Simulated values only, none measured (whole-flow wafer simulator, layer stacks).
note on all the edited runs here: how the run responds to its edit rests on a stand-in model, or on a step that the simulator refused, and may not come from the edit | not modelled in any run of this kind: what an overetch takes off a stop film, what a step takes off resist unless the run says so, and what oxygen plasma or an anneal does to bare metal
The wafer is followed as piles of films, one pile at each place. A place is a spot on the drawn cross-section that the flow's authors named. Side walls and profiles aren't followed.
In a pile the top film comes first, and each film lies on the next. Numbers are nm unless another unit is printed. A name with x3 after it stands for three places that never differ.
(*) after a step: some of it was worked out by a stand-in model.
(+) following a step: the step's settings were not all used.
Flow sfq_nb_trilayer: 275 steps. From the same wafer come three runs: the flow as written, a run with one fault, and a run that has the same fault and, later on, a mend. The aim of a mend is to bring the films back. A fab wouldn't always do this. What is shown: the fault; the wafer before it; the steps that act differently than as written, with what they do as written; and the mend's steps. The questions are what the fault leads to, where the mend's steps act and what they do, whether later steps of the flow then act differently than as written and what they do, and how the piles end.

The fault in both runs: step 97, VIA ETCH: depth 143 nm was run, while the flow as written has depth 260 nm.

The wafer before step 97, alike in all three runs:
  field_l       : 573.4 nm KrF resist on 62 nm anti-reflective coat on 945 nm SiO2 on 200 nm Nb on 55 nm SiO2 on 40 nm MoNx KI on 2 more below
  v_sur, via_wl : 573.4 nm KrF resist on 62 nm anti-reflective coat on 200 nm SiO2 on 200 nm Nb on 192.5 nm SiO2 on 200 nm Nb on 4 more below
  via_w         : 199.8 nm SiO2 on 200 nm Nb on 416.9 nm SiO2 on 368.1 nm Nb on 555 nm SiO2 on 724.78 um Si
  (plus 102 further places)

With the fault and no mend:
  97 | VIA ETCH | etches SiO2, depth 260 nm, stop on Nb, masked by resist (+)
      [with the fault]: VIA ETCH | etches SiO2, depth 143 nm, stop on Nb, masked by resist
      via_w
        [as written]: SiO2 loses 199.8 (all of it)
        [with the fault]: SiO2 loses 143
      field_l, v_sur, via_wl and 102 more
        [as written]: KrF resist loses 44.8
        [with the fault]: KrF resist loses 24.7
  Steps later in the flow that act otherwise than as written (not shown: 3 more steps that differ only slightly, by at most 2% or 0.5 nm, whichever is larger):
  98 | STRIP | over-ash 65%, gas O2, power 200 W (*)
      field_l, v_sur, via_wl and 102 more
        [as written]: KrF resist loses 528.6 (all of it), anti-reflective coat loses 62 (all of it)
        [with the fault]: KrF resist loses 548.8 (all of it), anti-reflective coat loses 62 (all of it)
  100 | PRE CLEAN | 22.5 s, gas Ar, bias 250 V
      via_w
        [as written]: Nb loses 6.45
        [with the fault]: SiO2 loses 7.5
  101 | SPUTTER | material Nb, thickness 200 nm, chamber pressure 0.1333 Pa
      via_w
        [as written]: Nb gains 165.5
        [with the fault]: Nb gains 177.8 (new film)
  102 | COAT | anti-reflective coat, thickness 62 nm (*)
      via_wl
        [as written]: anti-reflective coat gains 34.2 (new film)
        [with the fault]: anti-reflective coat gains 35.9 (new film)
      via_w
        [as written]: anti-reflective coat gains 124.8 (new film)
        [with the fault]: anti-reflective coat gains 111.5 (new film)
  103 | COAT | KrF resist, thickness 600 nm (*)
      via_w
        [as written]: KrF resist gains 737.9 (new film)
        [with the fault]: KrF resist gains 692 (new film)
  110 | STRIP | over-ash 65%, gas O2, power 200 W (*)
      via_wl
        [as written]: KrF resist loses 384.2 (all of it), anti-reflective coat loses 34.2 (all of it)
        [with the fault]: KrF resist loses 389.3 (all of it), anti-reflective coat loses 35.9 (all of it)
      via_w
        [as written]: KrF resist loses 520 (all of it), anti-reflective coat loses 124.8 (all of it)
        [with the fault]: KrF resist loses 474.2 (all of it), anti-reflective coat loses 111.5 (all of it)
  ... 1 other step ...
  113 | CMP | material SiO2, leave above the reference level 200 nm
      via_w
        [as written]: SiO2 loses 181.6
        [with the fault]: SiO2 loses 157.1
  The piles end different from the flow's at via_w by more than 2% or 0.5 nm, whichever is larger.
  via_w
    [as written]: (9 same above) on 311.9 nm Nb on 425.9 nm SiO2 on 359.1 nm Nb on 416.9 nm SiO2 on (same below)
    [with the fault]: (9 same above) on 311.9 nm Nb on 357.9 nm SiO2 on 177.8 nm Nb on 49.3 nm SiO2 on 200 nm Nb on 416.9 nm SiO2 on (same below)

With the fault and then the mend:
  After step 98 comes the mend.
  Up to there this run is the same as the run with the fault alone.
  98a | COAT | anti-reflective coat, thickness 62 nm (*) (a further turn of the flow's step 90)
      p4_fl x3, p4_w1 x9, p4_g1 x2 and 63 more
        anti-reflective coat gains 62 (new film)
      ce_l, c5j, ce_r and 11 more
        anti-reflective coat gains 61.8 (new film)
      be_sur, gap, jj_sur
        anti-reflective coat gains 61.7 (new film)
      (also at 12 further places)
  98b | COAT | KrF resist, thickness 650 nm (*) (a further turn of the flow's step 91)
      p4_fl x3, p4_w1 x9, p4_g1 x2 and 63 more
        KrF resist gains 650 (new film)
      r_end, moat, field_r and 6 more
        KrF resist gains 649.6 (new film)
      be_r, r_sur, res, l0v
        KrF resist gains 649.5 (new film)
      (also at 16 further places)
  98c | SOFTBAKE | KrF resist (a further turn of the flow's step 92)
      leaves every film unchanged at each place that is followed
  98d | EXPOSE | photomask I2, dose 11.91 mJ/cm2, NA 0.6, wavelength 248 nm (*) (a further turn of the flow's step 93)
      leaves every film unchanged at each place that is followed
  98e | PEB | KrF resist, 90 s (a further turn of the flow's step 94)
      gap, jj_sur, ce_l and 93 more
        KrF resist loses 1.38
      via_v, wire, be, be_sur
        KrF resist loses 1.37
      field_l, v_sur, via_sp
        KrF resist loses 1.36
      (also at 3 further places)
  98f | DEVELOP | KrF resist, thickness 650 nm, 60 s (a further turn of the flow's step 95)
      field_l, v_sur, via_wl and 102 more
        KrF resist loses 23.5
      via_w
        KrF resist loses 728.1 (all of it)
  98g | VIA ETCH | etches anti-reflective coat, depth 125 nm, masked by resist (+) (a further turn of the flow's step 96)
      field_l, v_sur, via_wl and 102 more
        KrF resist loses 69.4
      via_w
        anti-reflective coat loses 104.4 (all of it), SiO2 loses 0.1
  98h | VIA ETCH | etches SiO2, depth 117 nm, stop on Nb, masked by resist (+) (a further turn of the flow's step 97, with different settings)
      field_l, v_sur, via_wl and 102 more
        KrF resist loses 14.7
      via_w
        SiO2 loses 56.7 (all of it)
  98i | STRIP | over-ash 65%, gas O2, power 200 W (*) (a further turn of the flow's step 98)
      p4_fl x3, p4_w1 x9, p4_g1 x2 and 63 more
        KrF resist loses 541 (all of it), anti-reflective coat loses 62 (all of it)
      moat, field_r, lsp_l, ln_m5, lsp_m, ln_m6
        KrF resist loses 540.6 (all of it), anti-reflective coat loses 61.8 (all of it)
      be_r, r_sur, res, r_end
        KrF resist loses 540.5 (all of it), anti-reflective coat loses 61.8 (all of it)
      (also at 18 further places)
  None of the later steps of the flow acts differently than as written at any place that is followed.
  At every place that both follow, the piles at the end match the flow's.
